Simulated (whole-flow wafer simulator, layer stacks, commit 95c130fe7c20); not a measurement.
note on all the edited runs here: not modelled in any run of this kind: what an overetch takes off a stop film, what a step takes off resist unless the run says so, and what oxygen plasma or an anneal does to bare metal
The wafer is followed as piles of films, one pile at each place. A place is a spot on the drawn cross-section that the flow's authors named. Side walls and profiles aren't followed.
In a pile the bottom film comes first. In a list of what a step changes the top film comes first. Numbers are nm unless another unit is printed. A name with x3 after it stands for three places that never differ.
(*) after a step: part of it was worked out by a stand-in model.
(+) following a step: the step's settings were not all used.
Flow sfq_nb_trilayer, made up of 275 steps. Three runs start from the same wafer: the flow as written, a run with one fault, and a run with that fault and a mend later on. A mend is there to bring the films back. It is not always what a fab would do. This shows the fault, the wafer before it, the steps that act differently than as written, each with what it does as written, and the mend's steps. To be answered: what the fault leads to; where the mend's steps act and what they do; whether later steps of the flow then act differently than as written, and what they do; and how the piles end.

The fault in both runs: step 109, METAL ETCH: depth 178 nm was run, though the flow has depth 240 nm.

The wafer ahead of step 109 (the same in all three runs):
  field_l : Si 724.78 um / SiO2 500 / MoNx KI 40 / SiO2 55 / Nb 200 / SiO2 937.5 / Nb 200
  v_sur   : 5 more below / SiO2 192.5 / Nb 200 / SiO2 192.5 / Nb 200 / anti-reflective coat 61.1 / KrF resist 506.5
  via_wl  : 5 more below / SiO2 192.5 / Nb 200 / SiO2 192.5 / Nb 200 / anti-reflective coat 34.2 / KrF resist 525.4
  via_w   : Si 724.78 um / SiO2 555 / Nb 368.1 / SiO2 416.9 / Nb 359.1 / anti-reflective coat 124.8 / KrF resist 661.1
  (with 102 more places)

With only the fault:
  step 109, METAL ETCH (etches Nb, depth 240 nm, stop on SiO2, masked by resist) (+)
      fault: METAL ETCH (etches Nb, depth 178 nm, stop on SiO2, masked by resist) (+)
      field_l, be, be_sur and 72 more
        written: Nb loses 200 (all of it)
        fault: Nb loses 178
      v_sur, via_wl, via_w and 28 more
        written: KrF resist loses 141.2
        fault: KrF resist loses 104.7
  Steps further on in the flow that do not act as written:
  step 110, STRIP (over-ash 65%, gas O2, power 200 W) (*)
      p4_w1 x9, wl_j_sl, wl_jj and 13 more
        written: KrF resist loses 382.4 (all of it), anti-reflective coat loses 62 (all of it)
        fault: KrF resist loses 418.9 (all of it), anti-reflective coat loses 62 (all of it)
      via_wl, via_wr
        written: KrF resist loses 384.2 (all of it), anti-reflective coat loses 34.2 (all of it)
        fault: KrF resist loses 420.7 (all of it), anti-reflective coat loses 34.2 (all of it)
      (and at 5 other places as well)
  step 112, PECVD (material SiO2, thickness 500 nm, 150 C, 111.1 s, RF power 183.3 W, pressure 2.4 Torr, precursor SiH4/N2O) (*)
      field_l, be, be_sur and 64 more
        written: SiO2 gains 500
        fault: SiO2 gains 500 (new film)
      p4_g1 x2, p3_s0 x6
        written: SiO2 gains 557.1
        fault: SiO2 gains 535.1 (new film)
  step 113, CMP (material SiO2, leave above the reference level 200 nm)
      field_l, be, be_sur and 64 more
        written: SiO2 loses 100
        fault: SiO2 loses 122
  By the end, the piles at field_l, be, be_sur and 72 more depart from the flow's by more than 2% or 0.5 nm, whichever is larger.
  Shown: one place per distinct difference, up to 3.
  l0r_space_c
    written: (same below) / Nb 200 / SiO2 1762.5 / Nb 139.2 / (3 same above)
    fault: (same below) / Nb 200 / SiO2 977.5 / Nb 22 / SiO2 763 / Nb 139.2 / (3 same above)
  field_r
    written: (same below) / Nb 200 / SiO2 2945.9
    fault: (same below) / Nb 200 / SiO2 977.5 / Nb 22 / SiO2 1946.4
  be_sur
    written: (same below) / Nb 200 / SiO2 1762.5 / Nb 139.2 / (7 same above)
    fault: (same below) / Nb 200 / SiO2 977.5 / Nb 22 / SiO2 763 / Nb 139.2 / (7 same above)

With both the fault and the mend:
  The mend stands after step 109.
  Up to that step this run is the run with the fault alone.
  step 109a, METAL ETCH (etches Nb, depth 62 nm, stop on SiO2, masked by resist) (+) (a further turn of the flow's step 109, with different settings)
      field_l, be, be_sur and 72 more
        Nb loses 22 (all of it)
      v_sur, via_wl, via_w and 28 more
        KrF resist loses 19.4
  Steps further on in the flow that do not act as written:
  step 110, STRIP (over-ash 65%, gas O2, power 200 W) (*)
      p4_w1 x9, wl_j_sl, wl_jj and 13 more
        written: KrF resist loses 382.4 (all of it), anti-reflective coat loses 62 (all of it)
        mend: KrF resist loses 399.4 (all of it), anti-reflective coat loses 62 (all of it)
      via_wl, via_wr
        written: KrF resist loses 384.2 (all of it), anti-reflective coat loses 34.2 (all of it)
        mend: KrF resist loses 401.3 (all of it), anti-reflective coat loses 34.2 (all of it)
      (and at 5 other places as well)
  By the end, the piles equal the flow's at every place that both follow.
